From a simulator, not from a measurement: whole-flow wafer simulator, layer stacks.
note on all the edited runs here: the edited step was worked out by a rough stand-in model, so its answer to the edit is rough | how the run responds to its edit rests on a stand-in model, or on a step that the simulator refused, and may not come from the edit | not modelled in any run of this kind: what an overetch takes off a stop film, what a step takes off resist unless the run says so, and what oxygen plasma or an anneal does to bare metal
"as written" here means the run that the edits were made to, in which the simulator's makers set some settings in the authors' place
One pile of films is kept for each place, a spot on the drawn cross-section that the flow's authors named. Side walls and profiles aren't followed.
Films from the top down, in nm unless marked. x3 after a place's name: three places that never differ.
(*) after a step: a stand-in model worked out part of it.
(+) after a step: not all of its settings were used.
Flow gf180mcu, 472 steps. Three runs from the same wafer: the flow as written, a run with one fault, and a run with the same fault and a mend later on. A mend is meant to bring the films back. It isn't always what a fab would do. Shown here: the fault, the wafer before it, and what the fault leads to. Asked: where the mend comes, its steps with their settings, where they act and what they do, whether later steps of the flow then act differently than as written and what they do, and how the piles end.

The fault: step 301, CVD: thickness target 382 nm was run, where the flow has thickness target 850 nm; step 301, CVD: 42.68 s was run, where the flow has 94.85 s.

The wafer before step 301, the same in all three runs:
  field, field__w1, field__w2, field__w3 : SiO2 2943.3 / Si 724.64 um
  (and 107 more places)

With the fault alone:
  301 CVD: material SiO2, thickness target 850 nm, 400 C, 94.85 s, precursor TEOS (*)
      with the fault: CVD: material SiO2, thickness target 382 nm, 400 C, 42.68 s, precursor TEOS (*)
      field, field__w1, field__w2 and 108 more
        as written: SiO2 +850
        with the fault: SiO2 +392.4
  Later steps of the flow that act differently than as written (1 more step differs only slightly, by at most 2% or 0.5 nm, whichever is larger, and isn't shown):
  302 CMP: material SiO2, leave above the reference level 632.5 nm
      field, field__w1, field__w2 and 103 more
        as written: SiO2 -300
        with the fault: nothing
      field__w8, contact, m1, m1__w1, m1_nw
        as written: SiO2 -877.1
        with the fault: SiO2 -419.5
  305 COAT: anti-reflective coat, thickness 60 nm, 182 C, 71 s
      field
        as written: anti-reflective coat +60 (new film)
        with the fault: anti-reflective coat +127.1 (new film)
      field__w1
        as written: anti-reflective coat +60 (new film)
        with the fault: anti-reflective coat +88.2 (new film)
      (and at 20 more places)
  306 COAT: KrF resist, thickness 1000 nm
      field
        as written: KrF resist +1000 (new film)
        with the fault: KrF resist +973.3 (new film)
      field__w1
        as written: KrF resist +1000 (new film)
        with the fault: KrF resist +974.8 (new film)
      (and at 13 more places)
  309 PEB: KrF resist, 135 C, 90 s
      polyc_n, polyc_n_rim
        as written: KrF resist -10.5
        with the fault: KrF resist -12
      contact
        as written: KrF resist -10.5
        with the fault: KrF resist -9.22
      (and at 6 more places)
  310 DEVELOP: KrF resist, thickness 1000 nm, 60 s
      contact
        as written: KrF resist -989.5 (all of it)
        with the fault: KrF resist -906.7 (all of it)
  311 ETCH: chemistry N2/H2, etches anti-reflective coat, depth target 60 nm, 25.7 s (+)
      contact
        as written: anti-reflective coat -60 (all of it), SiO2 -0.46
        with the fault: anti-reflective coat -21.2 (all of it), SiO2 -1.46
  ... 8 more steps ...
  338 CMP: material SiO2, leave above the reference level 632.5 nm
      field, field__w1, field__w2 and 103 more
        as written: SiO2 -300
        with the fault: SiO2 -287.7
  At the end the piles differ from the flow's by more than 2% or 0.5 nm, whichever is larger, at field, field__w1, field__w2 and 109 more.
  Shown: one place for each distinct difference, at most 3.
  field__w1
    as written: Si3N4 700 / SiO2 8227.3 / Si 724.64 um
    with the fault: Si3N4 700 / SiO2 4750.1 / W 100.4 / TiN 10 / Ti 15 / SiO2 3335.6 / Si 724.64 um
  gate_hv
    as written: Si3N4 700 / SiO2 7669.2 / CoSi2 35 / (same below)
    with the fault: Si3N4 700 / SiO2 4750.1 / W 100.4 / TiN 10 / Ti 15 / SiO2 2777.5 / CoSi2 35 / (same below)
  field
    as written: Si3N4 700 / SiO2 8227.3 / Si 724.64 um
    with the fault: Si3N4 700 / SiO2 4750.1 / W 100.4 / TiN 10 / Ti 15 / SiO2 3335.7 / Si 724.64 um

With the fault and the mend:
  The mend comes after step 301.
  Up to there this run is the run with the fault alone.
  301a CVD: material SiO2, thickness target 468 nm, 400 C, 52.22 s, precursor TEOS (*) (the flow's step 301 once more, with other settings)
      field, field__w1, field__w2 and 108 more
        SiO2 +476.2
  Later steps of the flow that act differently than as written:
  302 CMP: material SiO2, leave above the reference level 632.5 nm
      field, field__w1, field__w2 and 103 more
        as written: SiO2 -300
        with the mend: SiO2 -318.6
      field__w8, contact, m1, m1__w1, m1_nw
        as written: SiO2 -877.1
        with the mend: SiO2 -895.7
  At the end the piles are the same as the flow's at every place that both follow.
